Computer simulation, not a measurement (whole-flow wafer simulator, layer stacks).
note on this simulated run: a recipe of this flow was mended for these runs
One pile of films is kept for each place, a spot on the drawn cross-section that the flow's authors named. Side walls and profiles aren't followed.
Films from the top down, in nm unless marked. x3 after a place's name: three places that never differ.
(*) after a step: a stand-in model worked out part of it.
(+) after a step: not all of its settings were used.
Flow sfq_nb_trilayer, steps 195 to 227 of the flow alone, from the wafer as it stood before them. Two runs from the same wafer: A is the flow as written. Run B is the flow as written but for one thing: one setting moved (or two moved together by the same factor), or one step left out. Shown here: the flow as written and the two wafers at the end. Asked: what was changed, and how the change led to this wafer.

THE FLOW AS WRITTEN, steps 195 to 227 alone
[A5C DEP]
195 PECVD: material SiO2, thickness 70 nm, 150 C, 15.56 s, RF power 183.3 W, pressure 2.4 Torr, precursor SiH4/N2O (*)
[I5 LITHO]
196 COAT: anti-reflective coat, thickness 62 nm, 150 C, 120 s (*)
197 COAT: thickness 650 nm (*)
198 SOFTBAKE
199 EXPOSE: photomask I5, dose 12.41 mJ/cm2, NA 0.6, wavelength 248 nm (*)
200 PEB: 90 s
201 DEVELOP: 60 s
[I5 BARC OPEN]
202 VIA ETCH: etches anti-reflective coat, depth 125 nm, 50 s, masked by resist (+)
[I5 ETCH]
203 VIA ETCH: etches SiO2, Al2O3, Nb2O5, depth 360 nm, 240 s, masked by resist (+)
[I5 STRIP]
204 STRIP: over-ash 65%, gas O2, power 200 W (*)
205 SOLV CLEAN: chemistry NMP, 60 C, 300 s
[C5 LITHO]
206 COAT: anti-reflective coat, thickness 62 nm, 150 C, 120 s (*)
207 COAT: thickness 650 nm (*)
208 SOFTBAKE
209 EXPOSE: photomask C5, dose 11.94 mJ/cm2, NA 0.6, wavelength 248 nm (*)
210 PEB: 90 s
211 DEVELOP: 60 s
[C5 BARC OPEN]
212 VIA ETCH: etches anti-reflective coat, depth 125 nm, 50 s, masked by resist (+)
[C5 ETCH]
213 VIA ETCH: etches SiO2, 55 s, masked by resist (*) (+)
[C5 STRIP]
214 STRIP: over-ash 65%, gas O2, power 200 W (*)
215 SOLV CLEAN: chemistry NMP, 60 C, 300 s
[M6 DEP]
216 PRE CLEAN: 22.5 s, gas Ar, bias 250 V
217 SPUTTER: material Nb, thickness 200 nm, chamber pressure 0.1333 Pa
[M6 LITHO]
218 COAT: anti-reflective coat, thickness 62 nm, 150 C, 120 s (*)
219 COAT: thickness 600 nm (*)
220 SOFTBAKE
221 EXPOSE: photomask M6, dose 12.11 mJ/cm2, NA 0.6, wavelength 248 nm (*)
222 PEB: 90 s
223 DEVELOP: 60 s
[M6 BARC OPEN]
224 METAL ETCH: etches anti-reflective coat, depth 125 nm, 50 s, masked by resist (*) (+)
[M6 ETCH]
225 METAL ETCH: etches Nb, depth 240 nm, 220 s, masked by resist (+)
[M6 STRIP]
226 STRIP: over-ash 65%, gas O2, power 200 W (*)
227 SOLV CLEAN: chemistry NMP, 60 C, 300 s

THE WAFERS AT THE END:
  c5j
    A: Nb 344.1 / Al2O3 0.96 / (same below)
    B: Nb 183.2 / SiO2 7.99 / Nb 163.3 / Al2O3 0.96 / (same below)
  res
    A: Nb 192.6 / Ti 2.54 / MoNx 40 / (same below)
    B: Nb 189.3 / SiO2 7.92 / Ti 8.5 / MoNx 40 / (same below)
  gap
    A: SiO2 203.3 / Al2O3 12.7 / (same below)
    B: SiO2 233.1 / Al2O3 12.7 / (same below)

The cause: step 195, PECVD: thickness 99.75 nm was run, where the flow has thickness 70 nm; step 195, PECVD: 22.17 s was run, where the flow has 15.56 s.

How the change led to this, step by step:
  195 PECVD: material SiO2, thickness 70 nm, 150 C, 15.56 s, RF power 183.3 W, pressure 2.4 Torr, precursor SiH4/N2O (*)
      field_l, v_sur, via_wl and 92 more: A SiO2 +70 | B SiO2 +99.8
      ce_l, c5j, ce_r and 8 more: A SiO2 +70 (new film) | B SiO2 +99.8 (new film)
  196 COAT: anti-reflective coat, thickness 62 nm, 150 C, 120 s (*)
      r5r_line_l, r5r_line_c, r5r_line_r: A anti-reflective coat +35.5 (new film) | B anti-reflective coat +36.6 (new film)
  203 VIA ETCH: etches SiO2, Al2O3, Nb2O5, depth 360 nm, 240 s, masked by resist (+)
      be: A SiO2 -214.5 (all of it), Al2O3 -12.7 (all of it), Nb2O5 -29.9 (all of it), Nb -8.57 | B SiO2 -244.3 (all of it), Al2O3 -12.7 (all of it), Nb2O5 -29.9 (all of it), Nb -6.09
  204 STRIP: over-ash 65%, gas O2, power 200 W (*)
      r5r_line_l, r5r_line_c, r5r_line_r: A KrF-resist-other-grade -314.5 (all of it), anti-reflective coat -35.5 (all of it) | B KrF-resist-other-grade -314.5 (all of it), anti-reflective coat -36.6 (all of it)
  206 COAT: anti-reflective coat, thickness 62 nm, 150 C, 120 s (*)
      r5r_line_l, r5r_line_c, r5r_line_r: A anti-reflective coat +35.5 (new film) | B anti-reflective coat +36.6 (new film)
      be: A anti-reflective coat +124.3 (new film) | B anti-reflective coat +128.3 (new film)
  207 COAT: thickness 650 nm (*)
      be: A KrF-resist-other-grade +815 (new film) | B KrF-resist-other-grade +834.8 (new film)
  213 VIA ETCH: etches SiO2, 55 s, masked by resist (*) (+)
      c5j: A SiO2 -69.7 (all of it), Nb -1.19 | B SiO2 -84
      res: A SiO2 -69.7 (all of it), Ti -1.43 | B SiO2 -84
  214 STRIP: over-ash 65%, gas O2, power 200 W (*)
      r5r_line_l, r5r_line_c, r5r_line_r: A KrF-resist-other-grade -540 (all of it), anti-reflective coat -35.5 (all of it) | B KrF-resist-other-grade -540.1 (all of it), anti-reflective coat -36.6 (all of it)
      be: A KrF-resist-other-grade -705.8 (all of it), anti-reflective coat -124.3 (all of it) | B KrF-resist-other-grade -725.5 (all of it), anti-reflective coat -128.3 (all of it)
  216 PRE CLEAN: 22.5 s, gas Ar, bias 250 V
      c5j: A Nb -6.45 | B SiO2 -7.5
      res: A Ti -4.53 | B SiO2 -7.5
  217 SPUTTER: material Nb, thickness 200 nm, chamber pressure 0.1333 Pa
      c5j: A Nb +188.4 | B Nb +183.2 (new film)
      be: A Nb +145.8 | B Nb +139.8
  218 COAT: anti-reflective coat, thickness 62 nm, 150 C, 120 s (*)
      be: A anti-reflective coat +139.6 (new film) | B anti-reflective coat +144.5 (new film)
      jj_sur: A anti-reflective coat +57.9 (new film) | B anti-reflective coat +55.2 (new film)
      (and at 7 more places)
  219 COAT: thickness 600 nm (*)
      be: A KrF-resist-other-grade +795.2 (new film) | B KrF-resist-other-grade +825.6 (new film)
  226 STRIP: over-ash 65%, gas O2, power 200 W (*)
      be: A KrF-resist-other-grade -559.4 (all of it), anti-reflective coat -139.6 (all of it) | B KrF-resist-other-grade -589.6 (all of it), anti-reflective coat -144.5 (all of it)
      jj_sur: A KrF-resist-other-grade -361.7 (all of it), anti-reflective coat -57.9 (all of it) | B KrF-resist-other-grade -363.5 (all of it), anti-reflective coat -55.2 (all of it)
      (and at 7 more places)
Counting metal films that touch as one body, c5j has 4 bodies (between them, from the top down: SiO2 7.99; Al2O3 0.96; SiO2 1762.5); the flow as written gives 3 bodies (between them, from the top down: Al2O3 0.96; SiO2 1762.5).
Counting metal films that touch as one body, res has 3 bodies (between them, from the top down: SiO2 7.92; SiO2 2090.9); the flow as written gives 2 bodies (between them, from the top down: SiO2 2090.9).
